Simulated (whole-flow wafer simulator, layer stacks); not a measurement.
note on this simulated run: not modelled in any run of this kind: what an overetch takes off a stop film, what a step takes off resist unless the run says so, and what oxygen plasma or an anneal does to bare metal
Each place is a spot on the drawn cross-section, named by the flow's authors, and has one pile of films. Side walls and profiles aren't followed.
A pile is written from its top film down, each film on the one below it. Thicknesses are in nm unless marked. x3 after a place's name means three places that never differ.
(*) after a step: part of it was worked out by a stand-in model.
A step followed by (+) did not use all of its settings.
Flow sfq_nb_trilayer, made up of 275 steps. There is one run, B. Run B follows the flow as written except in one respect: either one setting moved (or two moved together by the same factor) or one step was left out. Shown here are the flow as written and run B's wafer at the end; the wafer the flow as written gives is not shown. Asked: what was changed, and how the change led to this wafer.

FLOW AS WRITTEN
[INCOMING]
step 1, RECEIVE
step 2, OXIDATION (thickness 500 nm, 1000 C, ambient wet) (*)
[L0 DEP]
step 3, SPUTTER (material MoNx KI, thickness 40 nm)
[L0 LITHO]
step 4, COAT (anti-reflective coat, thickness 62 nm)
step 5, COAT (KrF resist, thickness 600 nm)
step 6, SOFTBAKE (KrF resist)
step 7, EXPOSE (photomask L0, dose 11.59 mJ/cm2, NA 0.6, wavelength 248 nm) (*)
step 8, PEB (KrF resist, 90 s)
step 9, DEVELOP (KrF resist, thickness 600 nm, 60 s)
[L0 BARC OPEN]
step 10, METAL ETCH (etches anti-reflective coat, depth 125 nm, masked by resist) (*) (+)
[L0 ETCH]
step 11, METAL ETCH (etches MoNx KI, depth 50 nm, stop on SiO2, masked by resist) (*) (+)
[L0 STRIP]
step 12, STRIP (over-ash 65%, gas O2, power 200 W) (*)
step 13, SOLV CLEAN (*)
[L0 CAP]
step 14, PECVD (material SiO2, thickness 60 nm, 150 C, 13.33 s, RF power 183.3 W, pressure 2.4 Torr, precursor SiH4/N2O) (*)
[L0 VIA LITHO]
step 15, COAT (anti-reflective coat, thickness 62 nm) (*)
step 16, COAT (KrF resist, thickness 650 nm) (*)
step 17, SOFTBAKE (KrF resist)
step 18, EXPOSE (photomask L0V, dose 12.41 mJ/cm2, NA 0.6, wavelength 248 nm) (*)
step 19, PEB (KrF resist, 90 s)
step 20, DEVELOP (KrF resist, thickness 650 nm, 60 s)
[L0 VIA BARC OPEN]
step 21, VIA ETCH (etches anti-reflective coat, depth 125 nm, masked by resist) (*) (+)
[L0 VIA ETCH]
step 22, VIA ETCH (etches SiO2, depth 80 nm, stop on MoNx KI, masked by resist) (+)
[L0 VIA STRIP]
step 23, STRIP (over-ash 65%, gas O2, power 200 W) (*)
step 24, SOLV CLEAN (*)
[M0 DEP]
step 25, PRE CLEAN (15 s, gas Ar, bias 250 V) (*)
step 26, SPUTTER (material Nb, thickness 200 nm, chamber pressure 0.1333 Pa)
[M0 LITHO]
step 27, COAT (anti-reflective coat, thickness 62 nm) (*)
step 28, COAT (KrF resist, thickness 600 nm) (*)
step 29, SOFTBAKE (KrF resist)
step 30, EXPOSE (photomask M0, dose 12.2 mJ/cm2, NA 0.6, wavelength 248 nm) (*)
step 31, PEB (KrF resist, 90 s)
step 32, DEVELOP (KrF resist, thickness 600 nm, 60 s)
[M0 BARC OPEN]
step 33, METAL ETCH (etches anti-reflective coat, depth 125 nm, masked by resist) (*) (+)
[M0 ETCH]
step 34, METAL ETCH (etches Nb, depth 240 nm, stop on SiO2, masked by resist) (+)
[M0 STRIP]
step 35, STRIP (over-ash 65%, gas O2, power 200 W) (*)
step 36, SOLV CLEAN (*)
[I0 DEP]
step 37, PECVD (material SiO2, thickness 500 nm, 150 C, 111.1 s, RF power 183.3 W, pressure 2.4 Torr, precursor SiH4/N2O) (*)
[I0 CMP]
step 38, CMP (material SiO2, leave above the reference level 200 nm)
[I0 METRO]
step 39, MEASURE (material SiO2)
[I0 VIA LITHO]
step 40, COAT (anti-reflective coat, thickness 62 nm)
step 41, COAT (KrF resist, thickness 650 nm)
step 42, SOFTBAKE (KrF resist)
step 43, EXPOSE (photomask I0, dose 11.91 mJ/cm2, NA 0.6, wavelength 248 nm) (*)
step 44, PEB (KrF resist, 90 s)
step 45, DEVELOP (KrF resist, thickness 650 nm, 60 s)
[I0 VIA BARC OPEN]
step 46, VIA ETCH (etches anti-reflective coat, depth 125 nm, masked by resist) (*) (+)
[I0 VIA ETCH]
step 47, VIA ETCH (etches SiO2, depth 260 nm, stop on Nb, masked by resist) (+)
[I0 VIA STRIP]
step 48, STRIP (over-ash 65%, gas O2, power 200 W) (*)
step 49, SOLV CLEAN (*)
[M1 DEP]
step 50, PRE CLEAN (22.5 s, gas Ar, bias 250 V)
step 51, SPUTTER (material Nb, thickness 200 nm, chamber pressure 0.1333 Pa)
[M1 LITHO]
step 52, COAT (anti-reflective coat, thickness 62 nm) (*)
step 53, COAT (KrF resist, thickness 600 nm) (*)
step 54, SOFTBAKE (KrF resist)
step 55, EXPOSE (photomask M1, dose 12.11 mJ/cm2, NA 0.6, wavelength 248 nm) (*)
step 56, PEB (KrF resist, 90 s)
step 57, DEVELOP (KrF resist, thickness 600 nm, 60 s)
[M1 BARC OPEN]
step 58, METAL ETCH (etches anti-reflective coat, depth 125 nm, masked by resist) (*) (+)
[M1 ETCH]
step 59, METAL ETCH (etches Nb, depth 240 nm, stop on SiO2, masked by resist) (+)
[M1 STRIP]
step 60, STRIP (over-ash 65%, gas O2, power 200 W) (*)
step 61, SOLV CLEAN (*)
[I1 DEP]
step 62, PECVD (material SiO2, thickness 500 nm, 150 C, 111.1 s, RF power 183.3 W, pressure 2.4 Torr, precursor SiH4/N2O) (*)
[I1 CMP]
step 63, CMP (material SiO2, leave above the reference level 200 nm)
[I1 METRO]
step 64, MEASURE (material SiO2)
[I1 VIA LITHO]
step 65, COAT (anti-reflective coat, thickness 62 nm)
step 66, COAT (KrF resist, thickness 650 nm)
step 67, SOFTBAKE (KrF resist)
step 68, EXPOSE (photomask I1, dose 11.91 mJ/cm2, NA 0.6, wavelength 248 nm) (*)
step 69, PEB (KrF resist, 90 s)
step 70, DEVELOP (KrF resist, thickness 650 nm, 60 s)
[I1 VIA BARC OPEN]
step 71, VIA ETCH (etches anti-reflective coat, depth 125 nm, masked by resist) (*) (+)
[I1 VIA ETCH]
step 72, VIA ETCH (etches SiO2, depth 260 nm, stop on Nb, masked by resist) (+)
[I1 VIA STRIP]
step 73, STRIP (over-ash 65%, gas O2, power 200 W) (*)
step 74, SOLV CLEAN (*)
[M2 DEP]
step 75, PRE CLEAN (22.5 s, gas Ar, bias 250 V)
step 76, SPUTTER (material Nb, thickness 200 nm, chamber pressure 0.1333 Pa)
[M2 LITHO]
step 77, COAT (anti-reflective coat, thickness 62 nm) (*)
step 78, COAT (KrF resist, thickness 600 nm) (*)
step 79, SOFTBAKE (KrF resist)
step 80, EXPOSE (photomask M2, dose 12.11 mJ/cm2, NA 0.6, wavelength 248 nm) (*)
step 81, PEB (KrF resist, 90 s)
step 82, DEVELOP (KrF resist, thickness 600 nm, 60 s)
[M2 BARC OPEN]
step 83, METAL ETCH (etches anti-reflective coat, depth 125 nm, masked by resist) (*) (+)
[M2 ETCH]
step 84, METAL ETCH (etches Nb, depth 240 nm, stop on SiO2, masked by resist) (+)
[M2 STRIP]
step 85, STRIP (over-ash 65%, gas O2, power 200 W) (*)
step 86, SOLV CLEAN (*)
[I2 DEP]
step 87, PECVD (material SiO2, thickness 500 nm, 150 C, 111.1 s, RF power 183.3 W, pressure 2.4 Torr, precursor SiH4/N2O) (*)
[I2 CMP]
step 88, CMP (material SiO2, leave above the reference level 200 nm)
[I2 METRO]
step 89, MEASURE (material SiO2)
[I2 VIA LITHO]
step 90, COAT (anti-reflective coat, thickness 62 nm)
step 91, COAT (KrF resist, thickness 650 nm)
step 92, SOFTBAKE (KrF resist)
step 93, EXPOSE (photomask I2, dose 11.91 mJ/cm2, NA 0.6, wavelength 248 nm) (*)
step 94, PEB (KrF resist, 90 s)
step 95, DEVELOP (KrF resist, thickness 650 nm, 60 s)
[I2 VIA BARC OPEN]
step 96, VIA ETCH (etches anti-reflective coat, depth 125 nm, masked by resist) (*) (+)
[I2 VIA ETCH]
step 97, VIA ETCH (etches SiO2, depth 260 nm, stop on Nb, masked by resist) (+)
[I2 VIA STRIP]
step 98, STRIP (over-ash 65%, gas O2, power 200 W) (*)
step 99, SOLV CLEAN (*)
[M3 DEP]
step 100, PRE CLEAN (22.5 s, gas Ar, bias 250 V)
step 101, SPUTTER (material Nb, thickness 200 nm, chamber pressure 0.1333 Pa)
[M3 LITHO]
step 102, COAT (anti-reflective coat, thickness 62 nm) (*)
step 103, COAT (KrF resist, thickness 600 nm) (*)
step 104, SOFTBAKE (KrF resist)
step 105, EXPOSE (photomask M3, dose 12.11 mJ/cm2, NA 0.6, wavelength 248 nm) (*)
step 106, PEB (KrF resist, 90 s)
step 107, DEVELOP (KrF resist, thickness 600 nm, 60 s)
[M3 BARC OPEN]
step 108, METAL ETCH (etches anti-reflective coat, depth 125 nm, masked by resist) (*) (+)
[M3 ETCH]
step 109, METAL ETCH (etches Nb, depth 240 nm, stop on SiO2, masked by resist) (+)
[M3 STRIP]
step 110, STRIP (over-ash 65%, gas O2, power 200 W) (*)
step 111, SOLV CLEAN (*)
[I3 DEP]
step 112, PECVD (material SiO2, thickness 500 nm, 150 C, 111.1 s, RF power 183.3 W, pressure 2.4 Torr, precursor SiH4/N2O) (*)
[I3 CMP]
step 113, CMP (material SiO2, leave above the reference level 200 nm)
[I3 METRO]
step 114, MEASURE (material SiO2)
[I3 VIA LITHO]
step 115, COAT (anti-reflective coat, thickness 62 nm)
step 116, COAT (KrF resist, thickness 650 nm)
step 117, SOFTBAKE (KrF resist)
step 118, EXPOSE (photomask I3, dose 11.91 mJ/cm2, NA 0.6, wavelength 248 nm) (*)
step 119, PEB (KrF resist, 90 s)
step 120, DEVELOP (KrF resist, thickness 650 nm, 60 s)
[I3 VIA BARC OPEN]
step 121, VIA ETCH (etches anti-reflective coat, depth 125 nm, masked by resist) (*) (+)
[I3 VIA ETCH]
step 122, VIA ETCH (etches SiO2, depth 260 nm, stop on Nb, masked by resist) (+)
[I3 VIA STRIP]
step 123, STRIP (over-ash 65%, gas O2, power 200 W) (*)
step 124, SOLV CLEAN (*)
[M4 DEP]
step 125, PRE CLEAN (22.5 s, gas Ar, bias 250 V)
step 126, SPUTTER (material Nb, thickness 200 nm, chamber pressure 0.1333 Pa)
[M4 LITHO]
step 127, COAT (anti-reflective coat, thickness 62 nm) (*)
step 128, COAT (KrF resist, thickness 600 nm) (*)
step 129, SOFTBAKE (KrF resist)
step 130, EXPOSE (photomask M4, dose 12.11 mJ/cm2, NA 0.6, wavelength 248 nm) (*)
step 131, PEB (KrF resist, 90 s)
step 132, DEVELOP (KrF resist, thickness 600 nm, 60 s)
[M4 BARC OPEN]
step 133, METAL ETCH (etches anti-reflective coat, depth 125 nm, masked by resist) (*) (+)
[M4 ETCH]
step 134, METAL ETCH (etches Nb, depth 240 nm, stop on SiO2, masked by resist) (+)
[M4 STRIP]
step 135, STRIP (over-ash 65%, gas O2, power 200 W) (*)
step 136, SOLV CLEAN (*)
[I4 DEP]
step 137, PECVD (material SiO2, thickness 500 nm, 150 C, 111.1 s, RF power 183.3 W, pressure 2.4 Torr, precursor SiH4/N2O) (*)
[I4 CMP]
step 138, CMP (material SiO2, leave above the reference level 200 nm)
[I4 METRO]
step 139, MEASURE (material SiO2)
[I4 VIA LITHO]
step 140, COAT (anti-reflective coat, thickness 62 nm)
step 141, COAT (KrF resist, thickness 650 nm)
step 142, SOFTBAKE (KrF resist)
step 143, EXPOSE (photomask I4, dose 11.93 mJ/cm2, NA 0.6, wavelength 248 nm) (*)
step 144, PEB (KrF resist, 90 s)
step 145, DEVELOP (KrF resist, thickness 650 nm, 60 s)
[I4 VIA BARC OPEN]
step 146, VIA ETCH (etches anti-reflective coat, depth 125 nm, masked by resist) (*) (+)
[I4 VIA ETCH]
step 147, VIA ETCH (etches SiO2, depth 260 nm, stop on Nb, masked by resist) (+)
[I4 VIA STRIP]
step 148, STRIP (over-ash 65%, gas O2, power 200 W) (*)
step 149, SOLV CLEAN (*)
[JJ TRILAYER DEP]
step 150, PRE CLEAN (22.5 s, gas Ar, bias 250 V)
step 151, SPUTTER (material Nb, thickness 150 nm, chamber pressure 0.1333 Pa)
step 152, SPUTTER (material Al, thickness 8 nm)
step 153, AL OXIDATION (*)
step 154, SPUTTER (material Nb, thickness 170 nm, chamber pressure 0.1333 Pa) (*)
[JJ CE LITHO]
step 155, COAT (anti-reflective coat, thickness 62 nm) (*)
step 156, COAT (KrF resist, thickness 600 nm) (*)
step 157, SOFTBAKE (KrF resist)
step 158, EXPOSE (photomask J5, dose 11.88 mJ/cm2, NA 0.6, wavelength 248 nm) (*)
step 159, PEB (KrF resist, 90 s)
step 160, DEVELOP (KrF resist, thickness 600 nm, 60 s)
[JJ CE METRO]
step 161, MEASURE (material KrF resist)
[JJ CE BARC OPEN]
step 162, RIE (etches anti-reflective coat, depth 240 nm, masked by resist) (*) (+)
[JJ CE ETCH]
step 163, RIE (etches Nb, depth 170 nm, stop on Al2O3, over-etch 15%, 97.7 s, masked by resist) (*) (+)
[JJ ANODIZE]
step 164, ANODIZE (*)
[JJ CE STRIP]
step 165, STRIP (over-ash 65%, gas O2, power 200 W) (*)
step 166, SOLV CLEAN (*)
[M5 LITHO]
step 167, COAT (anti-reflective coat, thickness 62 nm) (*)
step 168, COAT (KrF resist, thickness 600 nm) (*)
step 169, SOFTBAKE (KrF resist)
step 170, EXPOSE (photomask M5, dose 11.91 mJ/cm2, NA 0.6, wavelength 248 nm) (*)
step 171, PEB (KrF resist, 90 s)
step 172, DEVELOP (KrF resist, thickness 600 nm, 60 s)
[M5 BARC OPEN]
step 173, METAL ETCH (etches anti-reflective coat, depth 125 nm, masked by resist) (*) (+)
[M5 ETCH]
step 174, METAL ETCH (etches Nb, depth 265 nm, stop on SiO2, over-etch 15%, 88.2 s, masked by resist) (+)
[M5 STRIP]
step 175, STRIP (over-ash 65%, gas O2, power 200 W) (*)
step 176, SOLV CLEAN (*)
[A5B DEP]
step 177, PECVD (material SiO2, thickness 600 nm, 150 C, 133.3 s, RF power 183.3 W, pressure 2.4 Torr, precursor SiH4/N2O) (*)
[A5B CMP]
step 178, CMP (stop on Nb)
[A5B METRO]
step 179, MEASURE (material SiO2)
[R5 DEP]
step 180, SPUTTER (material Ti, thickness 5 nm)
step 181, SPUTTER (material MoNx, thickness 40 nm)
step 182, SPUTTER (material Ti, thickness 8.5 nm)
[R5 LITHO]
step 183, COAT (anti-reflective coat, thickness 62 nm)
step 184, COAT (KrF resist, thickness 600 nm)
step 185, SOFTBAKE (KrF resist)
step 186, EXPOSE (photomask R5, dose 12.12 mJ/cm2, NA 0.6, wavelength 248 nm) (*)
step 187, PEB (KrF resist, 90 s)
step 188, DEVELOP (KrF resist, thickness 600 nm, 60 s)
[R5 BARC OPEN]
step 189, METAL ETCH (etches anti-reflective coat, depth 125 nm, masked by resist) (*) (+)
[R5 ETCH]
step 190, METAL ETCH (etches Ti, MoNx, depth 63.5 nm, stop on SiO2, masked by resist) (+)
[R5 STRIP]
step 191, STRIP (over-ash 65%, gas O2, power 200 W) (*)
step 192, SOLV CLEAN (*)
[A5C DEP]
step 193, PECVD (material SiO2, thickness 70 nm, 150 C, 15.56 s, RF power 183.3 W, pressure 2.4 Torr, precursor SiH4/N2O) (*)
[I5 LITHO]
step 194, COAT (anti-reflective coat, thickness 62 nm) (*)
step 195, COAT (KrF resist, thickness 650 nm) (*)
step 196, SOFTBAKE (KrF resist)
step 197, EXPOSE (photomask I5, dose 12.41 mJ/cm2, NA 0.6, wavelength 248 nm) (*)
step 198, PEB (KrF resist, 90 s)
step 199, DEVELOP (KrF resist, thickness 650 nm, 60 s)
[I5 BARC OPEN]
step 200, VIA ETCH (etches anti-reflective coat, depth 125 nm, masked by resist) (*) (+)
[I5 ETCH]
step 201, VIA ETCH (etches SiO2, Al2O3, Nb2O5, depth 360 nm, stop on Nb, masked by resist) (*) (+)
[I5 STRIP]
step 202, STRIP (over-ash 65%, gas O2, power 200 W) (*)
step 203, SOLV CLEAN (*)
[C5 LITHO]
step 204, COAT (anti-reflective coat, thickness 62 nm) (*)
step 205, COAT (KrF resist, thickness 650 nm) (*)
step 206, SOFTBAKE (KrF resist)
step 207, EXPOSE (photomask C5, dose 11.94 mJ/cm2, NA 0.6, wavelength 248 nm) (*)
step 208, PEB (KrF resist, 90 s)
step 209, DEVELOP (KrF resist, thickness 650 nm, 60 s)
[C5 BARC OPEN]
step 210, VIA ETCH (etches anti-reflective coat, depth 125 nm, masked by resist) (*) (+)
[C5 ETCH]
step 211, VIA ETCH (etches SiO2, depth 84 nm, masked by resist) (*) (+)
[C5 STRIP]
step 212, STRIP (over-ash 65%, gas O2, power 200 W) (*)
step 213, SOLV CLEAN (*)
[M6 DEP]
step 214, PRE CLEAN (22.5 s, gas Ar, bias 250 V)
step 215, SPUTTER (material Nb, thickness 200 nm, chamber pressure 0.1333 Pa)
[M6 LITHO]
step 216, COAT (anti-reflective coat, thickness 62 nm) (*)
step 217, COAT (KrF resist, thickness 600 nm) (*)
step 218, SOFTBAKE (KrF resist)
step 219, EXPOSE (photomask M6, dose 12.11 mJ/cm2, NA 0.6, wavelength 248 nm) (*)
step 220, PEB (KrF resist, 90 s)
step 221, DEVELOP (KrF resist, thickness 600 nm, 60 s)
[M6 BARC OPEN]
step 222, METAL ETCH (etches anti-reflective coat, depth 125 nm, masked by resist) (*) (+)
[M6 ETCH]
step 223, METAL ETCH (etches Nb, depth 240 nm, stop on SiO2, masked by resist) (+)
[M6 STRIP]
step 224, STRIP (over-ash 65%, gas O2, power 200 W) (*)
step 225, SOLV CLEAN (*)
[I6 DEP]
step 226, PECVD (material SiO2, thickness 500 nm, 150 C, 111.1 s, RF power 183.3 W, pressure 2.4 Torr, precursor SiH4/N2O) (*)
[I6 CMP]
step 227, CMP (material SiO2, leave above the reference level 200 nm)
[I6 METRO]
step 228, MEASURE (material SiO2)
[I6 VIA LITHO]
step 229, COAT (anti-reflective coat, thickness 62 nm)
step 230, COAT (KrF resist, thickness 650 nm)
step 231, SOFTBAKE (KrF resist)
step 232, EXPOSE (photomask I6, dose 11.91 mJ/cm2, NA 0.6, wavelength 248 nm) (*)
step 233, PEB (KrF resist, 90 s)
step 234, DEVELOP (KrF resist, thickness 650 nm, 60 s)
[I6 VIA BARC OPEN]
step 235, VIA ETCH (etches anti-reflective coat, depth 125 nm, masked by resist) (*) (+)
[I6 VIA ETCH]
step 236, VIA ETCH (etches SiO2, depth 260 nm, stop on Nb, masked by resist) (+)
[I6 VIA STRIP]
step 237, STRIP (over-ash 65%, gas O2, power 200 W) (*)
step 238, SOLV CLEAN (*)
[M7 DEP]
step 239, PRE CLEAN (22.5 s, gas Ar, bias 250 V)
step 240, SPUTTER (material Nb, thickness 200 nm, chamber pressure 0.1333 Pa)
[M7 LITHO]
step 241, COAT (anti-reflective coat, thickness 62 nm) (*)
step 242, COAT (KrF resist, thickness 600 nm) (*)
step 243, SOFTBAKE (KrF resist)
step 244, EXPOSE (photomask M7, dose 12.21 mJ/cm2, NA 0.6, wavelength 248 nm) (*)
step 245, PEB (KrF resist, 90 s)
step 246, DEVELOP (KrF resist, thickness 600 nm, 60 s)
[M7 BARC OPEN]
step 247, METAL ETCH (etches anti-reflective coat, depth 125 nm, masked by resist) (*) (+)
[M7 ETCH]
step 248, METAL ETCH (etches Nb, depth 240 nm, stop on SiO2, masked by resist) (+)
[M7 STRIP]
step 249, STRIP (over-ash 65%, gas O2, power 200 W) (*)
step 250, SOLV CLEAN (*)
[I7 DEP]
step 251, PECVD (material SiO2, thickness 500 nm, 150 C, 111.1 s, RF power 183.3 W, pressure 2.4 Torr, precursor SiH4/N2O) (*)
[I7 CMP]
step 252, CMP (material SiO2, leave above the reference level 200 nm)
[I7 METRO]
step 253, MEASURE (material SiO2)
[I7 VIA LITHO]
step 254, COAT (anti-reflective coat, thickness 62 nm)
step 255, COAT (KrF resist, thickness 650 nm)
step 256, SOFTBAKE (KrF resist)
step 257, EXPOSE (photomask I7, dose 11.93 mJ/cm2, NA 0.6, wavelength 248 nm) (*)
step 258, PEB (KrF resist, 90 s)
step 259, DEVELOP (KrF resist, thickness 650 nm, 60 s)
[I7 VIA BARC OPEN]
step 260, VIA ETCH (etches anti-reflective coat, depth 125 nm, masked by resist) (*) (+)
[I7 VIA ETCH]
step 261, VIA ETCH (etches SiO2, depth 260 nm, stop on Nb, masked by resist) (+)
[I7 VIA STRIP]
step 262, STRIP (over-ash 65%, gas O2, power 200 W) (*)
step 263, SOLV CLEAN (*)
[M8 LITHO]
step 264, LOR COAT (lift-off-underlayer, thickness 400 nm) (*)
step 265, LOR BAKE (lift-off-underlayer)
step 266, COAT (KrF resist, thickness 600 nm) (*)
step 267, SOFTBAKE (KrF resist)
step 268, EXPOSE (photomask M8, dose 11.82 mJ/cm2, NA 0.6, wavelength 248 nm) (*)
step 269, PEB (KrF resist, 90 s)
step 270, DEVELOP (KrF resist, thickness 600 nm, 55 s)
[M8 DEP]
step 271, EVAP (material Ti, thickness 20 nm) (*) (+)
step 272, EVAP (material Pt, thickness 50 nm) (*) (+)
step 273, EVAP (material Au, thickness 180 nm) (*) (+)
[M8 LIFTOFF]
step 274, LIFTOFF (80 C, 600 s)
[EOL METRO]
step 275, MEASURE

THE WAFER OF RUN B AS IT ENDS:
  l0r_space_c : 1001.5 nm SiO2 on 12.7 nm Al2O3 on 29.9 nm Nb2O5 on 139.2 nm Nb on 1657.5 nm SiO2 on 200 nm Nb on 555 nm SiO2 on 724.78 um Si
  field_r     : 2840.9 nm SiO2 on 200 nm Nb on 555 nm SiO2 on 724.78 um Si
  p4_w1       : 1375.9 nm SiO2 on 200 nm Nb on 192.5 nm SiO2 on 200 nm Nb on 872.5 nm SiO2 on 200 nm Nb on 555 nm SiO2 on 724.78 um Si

Cause: step 76, SPUTTER: thickness 95 nm was run, though the flow has thickness 200 nm.

The path from the change to this, step by step:
  step 76, SPUTTER (material Nb, thickness 200 nm, chamber pressure 0.1333 Pa)
      field_l, v_sur, via_wl and 102 more: +95 Nb (new film) (as written it would have been: +200 Nb (new film))
      via_v: +83.7 Nb (as written it would have been: +174.5 Nb)
  step 77, COAT (anti-reflective coat, thickness 62 nm) (*)
      via_v: +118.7 anti-reflective coat (new film) (as written it would have been: +123.1 anti-reflective coat (new film))
  step 84, METAL ETCH (etches Nb, depth 240 nm, stop on SiO2, masked by resist) (+)
      field_l, be, be_sur and 81 more: -95 Nb (all of it) (as written it would have been: -200 Nb (all of it))
      v_sur, via_wl, via_w and 19 more: -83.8 KrF resist (as written it would have been: -141.2 KrF resist)
  step 85, STRIP (over-ash 65%, gas O2, power 200 W) (*)
      wl_j_sl, wl_jj, wl_j_sr and 12 more: -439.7 KrF resist (all of it), -62 anti-reflective coat (all of it) (as written it would have been: -382.4 KrF resist (all of it), -62 anti-reflective coat (all of it))
      v_sur: -437.5 KrF resist (all of it), -61.4 anti-reflective coat (all of it) (as written it would have been: -380 KrF resist (all of it), -61.4 anti-reflective coat (all of it))
      (and at 6 other places as well)
  step 87, PECVD (material SiO2, thickness 500 nm, 150 C, 111.1 s, RF power 183.3 W, pressure 2.4 Torr, precursor SiH4/N2O) (*)
      via_v: +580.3 SiO2 (new film) (as written it would have been: +606 SiO2 (new film))
  step 88, CMP (material SiO2, leave above the reference level 200 nm)
      field_l, be, be_sur and 81 more: -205 SiO2 (as written it would have been: -100 SiO2)
      via_v: -170.1 SiO2 (as written it would have been: -181.6 SiO2)
